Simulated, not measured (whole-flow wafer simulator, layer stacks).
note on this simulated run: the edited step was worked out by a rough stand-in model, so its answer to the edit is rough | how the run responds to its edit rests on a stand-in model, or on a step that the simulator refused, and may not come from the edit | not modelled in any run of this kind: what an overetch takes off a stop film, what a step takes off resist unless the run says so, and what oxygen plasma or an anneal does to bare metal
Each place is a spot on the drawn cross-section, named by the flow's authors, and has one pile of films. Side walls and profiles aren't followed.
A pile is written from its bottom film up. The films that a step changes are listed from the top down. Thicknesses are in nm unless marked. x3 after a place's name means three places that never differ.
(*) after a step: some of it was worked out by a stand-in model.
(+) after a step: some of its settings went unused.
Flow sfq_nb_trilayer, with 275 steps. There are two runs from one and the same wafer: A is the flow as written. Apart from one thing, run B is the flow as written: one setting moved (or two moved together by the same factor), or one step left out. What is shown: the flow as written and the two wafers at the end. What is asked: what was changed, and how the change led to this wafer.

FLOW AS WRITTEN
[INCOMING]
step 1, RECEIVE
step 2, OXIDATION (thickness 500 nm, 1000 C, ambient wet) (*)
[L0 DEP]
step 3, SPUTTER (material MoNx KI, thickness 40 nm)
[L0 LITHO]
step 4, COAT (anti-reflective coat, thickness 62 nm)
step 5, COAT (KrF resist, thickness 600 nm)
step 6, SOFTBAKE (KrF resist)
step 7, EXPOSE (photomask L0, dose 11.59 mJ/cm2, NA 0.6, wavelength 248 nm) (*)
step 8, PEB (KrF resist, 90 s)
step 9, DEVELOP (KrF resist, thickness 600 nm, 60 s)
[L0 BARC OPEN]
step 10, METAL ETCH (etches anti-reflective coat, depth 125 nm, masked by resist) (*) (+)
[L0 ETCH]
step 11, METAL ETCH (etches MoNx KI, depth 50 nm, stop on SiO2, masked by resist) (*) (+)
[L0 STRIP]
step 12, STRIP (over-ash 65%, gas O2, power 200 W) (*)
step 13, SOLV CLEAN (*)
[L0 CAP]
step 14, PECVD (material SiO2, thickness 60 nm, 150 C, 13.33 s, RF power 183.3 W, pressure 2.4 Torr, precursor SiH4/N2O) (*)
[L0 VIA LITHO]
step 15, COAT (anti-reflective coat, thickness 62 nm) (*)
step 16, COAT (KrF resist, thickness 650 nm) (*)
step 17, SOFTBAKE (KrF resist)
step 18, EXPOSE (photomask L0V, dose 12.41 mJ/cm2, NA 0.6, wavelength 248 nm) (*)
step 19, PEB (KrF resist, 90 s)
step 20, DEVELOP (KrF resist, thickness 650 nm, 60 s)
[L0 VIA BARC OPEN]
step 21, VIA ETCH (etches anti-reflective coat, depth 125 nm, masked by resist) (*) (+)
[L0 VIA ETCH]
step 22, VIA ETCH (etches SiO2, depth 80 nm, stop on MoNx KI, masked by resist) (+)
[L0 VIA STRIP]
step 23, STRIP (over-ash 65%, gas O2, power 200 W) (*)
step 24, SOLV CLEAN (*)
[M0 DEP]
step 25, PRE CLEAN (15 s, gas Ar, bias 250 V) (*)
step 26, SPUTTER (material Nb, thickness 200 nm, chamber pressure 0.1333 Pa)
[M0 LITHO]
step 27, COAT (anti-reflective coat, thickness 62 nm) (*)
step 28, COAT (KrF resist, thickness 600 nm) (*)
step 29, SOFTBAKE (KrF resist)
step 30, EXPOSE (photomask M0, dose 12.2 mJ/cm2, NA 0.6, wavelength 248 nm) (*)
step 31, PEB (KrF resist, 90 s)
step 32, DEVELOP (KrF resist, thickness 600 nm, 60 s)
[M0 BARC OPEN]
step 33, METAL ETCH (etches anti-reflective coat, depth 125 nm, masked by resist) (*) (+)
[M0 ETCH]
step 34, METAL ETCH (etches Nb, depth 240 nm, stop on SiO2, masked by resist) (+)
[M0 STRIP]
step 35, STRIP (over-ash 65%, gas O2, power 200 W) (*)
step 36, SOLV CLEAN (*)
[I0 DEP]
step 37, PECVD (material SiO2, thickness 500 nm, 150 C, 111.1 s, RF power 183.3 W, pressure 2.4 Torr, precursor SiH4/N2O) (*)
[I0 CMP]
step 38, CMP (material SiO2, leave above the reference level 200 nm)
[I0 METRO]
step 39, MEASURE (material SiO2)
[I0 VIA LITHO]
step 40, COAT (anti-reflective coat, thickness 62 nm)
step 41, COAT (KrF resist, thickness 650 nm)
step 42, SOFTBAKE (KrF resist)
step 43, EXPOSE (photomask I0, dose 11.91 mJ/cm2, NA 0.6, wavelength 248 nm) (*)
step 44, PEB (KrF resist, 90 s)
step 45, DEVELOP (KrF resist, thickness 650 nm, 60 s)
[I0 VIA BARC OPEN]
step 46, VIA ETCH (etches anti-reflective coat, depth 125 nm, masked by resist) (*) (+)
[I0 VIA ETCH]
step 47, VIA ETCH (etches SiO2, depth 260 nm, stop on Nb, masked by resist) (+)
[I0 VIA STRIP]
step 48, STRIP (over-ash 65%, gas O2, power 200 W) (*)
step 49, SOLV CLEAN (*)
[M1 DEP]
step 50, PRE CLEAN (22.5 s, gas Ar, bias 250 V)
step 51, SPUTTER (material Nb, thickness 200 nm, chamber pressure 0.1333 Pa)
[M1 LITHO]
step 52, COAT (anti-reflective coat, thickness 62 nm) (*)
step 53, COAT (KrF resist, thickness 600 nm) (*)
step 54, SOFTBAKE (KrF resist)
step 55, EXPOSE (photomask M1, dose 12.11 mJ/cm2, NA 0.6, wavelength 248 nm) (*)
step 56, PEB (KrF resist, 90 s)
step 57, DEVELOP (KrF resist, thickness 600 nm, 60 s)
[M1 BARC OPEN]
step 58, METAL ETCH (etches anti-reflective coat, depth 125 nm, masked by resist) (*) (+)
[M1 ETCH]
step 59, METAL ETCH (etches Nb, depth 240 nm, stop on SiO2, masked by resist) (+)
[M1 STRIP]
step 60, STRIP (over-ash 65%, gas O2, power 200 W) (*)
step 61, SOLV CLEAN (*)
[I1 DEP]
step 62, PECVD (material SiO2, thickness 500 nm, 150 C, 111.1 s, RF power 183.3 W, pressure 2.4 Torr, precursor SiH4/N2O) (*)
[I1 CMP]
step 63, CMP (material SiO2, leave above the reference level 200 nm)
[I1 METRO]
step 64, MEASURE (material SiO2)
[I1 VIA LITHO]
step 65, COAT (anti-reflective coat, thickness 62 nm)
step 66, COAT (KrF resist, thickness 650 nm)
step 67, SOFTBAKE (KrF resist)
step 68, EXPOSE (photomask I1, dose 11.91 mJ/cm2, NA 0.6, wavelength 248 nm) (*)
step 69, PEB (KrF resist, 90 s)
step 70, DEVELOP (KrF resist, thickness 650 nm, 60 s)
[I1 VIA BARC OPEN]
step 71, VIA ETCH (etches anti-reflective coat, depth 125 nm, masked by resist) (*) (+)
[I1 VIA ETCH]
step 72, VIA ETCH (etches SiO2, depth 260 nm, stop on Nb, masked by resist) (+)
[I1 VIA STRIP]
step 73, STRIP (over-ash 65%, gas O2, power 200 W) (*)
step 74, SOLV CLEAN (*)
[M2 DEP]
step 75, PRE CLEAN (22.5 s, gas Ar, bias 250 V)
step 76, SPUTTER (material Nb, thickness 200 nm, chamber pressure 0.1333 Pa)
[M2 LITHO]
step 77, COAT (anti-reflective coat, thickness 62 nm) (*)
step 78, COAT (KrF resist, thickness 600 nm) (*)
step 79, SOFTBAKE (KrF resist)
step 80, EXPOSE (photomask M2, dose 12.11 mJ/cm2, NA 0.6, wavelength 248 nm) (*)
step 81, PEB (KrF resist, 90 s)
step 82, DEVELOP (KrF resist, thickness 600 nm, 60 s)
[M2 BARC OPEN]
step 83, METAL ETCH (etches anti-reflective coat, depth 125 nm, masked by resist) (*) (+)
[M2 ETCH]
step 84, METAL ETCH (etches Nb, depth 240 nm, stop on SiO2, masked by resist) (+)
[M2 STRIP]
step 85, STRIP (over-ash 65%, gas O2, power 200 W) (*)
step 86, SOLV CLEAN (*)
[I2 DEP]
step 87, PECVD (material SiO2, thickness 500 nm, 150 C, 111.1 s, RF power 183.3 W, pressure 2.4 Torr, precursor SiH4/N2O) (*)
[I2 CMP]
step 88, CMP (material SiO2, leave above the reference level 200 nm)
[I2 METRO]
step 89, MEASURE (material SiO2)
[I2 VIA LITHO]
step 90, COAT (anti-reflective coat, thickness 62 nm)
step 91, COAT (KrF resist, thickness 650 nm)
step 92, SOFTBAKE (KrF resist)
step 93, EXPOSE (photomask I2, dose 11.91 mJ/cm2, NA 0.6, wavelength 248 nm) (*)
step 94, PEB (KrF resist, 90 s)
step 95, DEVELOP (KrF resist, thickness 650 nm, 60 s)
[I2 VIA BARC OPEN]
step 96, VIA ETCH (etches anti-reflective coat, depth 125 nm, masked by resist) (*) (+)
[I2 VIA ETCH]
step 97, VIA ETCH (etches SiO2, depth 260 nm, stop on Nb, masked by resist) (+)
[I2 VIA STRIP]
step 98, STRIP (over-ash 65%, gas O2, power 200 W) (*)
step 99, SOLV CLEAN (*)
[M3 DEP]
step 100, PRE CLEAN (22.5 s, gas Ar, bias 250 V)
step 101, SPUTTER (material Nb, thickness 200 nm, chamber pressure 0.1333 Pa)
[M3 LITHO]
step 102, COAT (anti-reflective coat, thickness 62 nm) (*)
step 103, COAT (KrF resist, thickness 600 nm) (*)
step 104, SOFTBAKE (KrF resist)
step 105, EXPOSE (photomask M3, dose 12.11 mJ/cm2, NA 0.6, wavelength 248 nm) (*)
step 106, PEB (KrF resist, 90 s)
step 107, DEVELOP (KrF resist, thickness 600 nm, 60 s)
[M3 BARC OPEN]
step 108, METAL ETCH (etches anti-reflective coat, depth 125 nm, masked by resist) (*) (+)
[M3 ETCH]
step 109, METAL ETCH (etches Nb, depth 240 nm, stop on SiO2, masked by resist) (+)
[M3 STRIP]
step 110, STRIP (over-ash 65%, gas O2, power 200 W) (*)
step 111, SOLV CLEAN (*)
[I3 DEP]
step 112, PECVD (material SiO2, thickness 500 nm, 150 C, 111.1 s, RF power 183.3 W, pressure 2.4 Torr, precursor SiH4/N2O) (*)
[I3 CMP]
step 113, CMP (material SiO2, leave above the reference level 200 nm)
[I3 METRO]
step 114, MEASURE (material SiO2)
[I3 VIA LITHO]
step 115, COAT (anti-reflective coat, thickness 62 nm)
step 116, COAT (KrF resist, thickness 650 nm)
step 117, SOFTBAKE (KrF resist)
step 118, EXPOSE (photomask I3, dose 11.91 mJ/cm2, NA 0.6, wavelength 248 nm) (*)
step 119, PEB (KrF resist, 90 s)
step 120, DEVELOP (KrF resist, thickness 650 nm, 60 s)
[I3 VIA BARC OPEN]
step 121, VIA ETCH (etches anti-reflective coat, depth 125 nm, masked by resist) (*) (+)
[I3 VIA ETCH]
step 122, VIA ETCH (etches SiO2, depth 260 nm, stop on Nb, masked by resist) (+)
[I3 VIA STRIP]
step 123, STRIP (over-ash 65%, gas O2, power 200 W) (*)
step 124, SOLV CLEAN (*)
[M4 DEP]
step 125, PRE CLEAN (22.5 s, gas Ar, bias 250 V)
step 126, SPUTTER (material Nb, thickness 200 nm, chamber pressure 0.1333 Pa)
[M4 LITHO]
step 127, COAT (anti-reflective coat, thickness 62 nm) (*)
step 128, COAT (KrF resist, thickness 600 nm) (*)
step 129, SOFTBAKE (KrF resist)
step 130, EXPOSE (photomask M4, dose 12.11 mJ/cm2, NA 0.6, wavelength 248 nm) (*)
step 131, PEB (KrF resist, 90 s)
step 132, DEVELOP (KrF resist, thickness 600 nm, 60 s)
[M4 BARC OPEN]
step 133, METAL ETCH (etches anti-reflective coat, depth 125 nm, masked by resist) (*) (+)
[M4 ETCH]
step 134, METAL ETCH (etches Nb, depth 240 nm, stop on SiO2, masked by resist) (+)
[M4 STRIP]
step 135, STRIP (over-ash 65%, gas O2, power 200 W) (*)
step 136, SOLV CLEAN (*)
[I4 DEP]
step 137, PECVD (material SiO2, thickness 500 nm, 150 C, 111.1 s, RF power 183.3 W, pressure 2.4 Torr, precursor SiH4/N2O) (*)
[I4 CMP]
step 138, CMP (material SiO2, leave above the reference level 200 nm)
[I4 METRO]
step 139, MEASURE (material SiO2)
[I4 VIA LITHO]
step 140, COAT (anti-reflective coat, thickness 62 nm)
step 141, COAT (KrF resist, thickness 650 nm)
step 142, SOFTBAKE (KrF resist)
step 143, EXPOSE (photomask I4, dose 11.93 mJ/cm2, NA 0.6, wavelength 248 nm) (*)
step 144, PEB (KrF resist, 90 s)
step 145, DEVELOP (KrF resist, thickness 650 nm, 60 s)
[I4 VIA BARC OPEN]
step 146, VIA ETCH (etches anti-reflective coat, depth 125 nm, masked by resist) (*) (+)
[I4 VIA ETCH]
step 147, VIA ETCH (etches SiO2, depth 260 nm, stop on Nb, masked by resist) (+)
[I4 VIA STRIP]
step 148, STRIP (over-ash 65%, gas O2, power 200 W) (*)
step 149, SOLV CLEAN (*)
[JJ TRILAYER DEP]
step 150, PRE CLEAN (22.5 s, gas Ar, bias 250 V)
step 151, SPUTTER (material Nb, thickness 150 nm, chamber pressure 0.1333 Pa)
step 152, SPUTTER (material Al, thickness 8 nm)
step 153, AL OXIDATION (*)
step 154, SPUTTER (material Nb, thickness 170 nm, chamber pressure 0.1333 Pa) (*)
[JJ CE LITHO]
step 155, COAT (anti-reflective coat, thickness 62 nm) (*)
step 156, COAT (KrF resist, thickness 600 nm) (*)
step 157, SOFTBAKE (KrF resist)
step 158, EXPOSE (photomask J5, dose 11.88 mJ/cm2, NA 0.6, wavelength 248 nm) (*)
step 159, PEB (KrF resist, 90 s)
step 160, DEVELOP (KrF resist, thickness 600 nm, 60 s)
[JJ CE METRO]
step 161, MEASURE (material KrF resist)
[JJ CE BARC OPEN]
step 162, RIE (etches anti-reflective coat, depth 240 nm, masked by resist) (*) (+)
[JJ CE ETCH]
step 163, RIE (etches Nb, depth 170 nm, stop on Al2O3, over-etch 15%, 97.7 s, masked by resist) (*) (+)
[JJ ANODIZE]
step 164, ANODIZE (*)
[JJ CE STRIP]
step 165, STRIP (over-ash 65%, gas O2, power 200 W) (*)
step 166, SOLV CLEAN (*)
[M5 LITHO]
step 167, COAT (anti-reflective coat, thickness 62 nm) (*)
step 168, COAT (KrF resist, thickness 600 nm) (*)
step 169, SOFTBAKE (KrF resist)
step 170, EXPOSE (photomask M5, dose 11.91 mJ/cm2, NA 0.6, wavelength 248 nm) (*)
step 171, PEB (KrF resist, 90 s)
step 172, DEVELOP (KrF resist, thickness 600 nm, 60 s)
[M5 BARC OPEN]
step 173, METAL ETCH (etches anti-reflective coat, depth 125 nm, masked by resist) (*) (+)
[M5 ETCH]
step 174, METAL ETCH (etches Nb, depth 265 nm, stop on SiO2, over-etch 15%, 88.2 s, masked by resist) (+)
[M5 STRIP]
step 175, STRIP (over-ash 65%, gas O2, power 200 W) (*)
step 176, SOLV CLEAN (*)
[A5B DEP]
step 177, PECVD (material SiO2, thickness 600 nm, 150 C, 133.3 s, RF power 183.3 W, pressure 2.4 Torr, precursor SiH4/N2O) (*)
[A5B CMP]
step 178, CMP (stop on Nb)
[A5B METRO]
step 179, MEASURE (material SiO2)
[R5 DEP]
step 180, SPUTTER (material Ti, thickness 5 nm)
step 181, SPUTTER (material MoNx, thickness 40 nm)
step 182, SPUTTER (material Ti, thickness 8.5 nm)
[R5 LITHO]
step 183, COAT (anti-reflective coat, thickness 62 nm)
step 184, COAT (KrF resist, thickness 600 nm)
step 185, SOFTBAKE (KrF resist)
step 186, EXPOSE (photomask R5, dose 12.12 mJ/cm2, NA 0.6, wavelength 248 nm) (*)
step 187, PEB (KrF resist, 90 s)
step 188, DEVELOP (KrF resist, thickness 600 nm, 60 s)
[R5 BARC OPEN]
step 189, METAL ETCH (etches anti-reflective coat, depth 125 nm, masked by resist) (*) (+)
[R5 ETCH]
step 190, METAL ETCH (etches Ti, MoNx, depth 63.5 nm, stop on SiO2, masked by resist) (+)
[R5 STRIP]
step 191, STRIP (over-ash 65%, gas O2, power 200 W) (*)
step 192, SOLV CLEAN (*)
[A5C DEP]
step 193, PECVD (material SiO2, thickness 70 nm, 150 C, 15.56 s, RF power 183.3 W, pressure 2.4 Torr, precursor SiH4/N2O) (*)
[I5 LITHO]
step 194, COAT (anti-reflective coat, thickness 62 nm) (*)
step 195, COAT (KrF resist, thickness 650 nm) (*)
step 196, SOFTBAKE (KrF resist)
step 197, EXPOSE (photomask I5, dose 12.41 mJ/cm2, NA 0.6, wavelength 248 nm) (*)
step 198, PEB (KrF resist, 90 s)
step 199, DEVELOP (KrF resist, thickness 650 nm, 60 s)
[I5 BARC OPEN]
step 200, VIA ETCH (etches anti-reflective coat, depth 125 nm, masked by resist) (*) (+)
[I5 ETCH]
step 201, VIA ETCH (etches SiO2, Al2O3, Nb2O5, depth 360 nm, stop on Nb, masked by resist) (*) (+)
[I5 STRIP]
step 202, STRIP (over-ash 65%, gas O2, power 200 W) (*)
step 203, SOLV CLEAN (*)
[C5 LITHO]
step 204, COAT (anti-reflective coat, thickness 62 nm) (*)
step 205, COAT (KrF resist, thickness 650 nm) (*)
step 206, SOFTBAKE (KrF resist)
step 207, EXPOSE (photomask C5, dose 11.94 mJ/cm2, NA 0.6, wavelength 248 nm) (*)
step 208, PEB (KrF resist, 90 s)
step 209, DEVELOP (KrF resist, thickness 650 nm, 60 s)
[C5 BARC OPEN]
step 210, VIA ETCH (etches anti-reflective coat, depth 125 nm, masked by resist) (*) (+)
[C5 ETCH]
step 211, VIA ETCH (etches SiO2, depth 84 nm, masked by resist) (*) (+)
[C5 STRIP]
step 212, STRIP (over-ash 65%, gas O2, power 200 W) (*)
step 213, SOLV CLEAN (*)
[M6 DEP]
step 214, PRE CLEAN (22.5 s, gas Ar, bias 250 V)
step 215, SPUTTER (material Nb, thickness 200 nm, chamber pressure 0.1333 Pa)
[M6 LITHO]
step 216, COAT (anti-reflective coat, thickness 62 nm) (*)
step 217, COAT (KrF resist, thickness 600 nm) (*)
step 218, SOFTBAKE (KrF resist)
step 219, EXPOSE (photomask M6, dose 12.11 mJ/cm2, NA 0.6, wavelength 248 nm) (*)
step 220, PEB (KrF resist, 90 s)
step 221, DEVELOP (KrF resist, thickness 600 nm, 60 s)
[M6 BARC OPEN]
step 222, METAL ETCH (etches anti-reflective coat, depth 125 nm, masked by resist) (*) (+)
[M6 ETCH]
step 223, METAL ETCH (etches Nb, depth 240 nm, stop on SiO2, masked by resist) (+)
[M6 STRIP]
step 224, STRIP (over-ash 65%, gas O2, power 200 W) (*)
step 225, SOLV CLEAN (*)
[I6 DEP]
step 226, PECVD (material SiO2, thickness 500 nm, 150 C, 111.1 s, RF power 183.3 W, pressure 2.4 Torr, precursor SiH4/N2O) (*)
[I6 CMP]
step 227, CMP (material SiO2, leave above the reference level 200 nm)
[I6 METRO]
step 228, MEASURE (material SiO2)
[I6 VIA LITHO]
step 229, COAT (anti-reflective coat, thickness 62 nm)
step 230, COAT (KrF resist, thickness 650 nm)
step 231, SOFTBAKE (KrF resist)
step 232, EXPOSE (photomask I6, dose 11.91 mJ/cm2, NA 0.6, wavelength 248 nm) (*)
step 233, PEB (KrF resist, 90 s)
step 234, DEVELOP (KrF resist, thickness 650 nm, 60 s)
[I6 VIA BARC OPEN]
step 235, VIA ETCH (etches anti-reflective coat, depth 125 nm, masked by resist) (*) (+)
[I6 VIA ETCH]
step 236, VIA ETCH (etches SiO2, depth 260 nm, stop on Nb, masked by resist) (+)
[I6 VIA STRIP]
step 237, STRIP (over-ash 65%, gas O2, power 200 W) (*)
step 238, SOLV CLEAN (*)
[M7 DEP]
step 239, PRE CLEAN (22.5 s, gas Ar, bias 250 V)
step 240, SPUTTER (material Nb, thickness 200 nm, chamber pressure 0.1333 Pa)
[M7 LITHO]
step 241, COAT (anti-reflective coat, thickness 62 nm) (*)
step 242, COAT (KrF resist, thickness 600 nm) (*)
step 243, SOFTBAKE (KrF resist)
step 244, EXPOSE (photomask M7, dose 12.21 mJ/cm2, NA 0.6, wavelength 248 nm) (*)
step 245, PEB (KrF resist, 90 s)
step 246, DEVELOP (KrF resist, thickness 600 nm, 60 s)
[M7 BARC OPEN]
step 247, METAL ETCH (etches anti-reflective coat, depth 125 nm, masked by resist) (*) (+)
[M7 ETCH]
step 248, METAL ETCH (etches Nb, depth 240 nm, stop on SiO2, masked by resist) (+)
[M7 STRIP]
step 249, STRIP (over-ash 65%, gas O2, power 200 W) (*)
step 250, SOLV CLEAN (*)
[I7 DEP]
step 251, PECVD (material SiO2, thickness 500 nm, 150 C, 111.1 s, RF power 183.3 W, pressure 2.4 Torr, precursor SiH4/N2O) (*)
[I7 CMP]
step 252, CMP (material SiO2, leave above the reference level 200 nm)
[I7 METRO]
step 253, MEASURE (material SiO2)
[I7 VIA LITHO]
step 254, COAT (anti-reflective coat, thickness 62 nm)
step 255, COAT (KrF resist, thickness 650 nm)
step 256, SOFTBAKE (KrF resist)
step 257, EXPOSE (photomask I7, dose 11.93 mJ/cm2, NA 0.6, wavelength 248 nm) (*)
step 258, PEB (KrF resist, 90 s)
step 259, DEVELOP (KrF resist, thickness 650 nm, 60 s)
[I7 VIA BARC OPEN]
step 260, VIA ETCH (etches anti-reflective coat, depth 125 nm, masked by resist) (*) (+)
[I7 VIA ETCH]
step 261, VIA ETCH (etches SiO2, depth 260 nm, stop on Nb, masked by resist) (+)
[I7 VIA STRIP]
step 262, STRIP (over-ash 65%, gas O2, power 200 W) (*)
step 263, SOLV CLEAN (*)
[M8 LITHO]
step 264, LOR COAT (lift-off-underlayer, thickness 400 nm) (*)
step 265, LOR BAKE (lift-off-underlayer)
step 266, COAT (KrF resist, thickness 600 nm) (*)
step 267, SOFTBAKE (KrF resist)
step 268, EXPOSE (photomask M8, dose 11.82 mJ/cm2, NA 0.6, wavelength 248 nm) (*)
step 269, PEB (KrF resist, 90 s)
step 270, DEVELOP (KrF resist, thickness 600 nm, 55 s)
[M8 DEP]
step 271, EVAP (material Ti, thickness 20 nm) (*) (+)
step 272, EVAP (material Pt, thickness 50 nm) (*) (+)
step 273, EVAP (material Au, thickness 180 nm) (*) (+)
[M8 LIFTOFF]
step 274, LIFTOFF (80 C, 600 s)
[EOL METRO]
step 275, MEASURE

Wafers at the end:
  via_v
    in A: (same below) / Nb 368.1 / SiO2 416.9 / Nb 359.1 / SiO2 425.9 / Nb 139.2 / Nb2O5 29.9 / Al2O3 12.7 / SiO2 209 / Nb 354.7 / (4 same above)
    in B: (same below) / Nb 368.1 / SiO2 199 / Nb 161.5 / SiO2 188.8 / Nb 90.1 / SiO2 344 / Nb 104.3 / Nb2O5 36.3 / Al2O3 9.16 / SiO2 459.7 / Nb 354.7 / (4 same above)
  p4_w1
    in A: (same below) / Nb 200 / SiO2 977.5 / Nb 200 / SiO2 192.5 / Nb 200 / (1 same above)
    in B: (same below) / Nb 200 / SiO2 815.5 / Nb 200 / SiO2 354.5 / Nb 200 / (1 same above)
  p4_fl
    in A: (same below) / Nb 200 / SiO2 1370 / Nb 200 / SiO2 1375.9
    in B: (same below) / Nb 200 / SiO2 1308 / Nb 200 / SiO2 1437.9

The reason: step 87, PECVD: thickness 238 nm was run, whereas the flow has thickness 500 nm; step 87, PECVD: 52.78 s was run, where the flow has 111.1 s.

How this came from the change, step by step:
  step 87, PECVD (material SiO2, thickness 500 nm, 150 C, 111.1 s, RF power 183.3 W, pressure 2.4 Torr, precursor SiH4/N2O) (*)
      field_l, be, be_sur and 81 more: A SiO2 gains 500 | B SiO2 gains 238
      v_sur, via_wl, via_w and 18 more: A SiO2 gains 500 (new film) | B SiO2 gains 238 (new film)
      (as well as at 1 more place)
  step 88, CMP (material SiO2, leave above the reference level 200 nm)
      field_l, be, be_sur and 81 more: A SiO2 loses 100 | B nothing
      via_v: A SiO2 loses 181.6 | B nothing
      (as well as at 21 more places)
  step 90, COAT (anti-reflective coat, thickness 62 nm)
      p3_l2, p3_s2, p3_s5, p3_l6: A anti-reflective coat gains 62 (new film) | B anti-reflective coat gains 64 (new film)
      gap, ce_l, ce_r: A anti-reflective coat gains 62 (new film) | B anti-reflective coat gains 63.6 (new film)
      (as well as at 73 more places)
  step 91, COAT (KrF resist, thickness 650 nm)
      p3_s0, m5r_line_l, m5r_line_r: A KrF resist gains 650 (new film) | B KrF resist gains 668 (new film)
      m0r_line_l, m6r_line_l, m7r_line_l: A KrF resist gains 650 (new film) | B KrF resist gains 681.6 (new film)
      (as well as at 61 more places)
  step 95, DEVELOP (KrF resist, thickness 650 nm, 60 s)
      via_w: A KrF resist loses 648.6 (all of it) | B KrF resist loses 591.5 (all of it)
  step 96, VIA ETCH (etches anti-reflective coat, depth 125 nm, masked by resist) (*) (+)
      field_l, v_sur, via_wl and 102 more: A KrF resist loses 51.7 | B KrF resist loses 40.8
      via_w: A anti-reflective coat loses 62 (all of it), SiO2 loses 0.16 | B anti-reflective coat loses 49 (all of it), SiO2 loses 0.12
  step 98, STRIP (over-ash 65%, gas O2, power 200 W) (*)
      m0r_line_l, m6r_line_l, m7r_line_l: A KrF resist loses 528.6 (all of it), anti-reflective coat loses 62 (all of it) | B KrF resist loses 571 (all of it), anti-reflective coat loses 62.2 (all of it)
      m0r_space_l, m6r_space_l, m7r_space_l: A KrF resist loses 528.6 (all of it), anti-reflective coat loses 62 (all of it) | B KrF resist loses 560.7 (all of it), anti-reflective coat loses 80.3 (all of it)
      (as well as at 99 more places)
  step 101, SPUTTER (material Nb, thickness 200 nm, chamber pressure 0.1333 Pa)
      via_v: A Nb gains 200 (new film) | B Nb gains 161.5 (new film)
  step 102, COAT (anti-reflective coat, thickness 62 nm) (*)
      p3_l2, p3_s2, p3_s5, p3_l6, r5r_line_r: A anti-reflective coat gains 62 (new film) | B anti-reflective coat gains 63.9 (new film)
      p3_s1, p3_l3, p3_s4, p3_l5: A anti-reflective coat gains 62 (new film) | B anti-reflective coat gains 63.8 (new film)
      (as well as at 70 more places)
  step 103, COAT (KrF resist, thickness 600 nm) (*)
      m0r_line_l, m6r_line_l, m7r_line_l: A KrF resist gains 600 (new film) | B KrF resist gains 629.1 (new film)
      m0r_space_l, m6r_space_l, m7r_space_l: A KrF resist gains 600 (new film) | B KrF resist gains 621.8 (new film)
      (as well as at 60 more places)
  step 107, DEVELOP (KrF resist, thickness 600 nm, 60 s)
      m0r_line_l, m6r_line_l, m7r_line_l: A KrF resist loses 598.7 (all of it) | B KrF resist loses 627.8 (all of it)
      m0r_space_l, m6r_space_l, m7r_space_l: A KrF resist loses 598.7 (all of it) | B KrF resist loses 620.5 (all of it)
      (as well as at 37 more places)
  step 108, METAL ETCH (etches anti-reflective coat, depth 125 nm, masked by resist) (*) (+)
      m5r_linepad_l, m5r_linepad_r, r5r_spacepad_l, r5r_spacepad_r, m8r_pad_l, m8r_pad_r: A anti-reflective coat loses 62 (all of it) | B anti-reflective coat loses 125
      v_sur, via_wl, via_w and 28 more: A KrF resist loses 51.7 | B KrF resist loses 69.4
      (as well as at 46 more places)
  step 109, METAL ETCH (etches Nb, depth 240 nm, stop on SiO2, masked by resist) (+)
      m5r_linepad_l, m5r_linepad_r: A Nb loses 200 (all of it) | B anti-reflective coat loses 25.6 (all of it), Nb loses 200 (all of it)
      r5r_spacepad_l, r5r_spacepad_r: A Nb loses 200 (all of it) | B anti-reflective coat loses 26 (all of it), Nb loses 200 (all of it)
      (as well as at 2 more places)
  step 110, STRIP (over-ash 65%, gas O2, power 200 W) (*)
      v_sur: A KrF resist loses 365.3 (all of it), anti-reflective coat loses 61.1 (all of it) | B KrF resist loses 279.5 (all of it), anti-reflective coat loses 39.6 (all of it)
      via_wl: A KrF resist loses 384.2 (all of it), anti-reflective coat loses 34.2 (all of it) | B KrF resist loses 294.3 (all of it), anti-reflective coat loses 27.9 (all of it)
      (as well as at 28 more places)
  step 112, PECVD (material SiO2, thickness 500 nm, 150 C, 111.1 s, RF power 183.3 W, pressure 2.4 Torr, precursor SiH4/N2O) (*)
      via_v: A SiO2 gains 500 (new film) | B SiO2 gains 613.5 (new film)
  step 113, CMP (material SiO2, leave above the reference level 200 nm)
      field_l, be, be_sur and 64 more: A SiO2 loses 100 | B nothing
      p4_g1, p4_g2, p3_s0, p3_s1, p3_s2, p3_s3, p3_s4, p3_s5: A SiO2 loses 157.1 | B nothing
      (as well as at 10 more places)
  ... another 32 steps ...
  step 178, CMP (stop on Nb)
      via_v: A SiO2 loses 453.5 | B SiO2 loses 340.8
If metal films that touch count as one body, via_v has 7 bodies (between them, from the top down: SiO2 437.8; SiO2 459.7 / Al2O3 9.16 / Nb2O5 36.3; SiO2 344; SiO2 188.8; SiO2 199; SiO2 192.5); the flow as written gives 6 bodies (between them, from the top down: SiO2 437.8; SiO2 209 / Al2O3 12.7 / Nb2O5 29.9; SiO2 425.9; SiO2 416.9; SiO2 192.5).
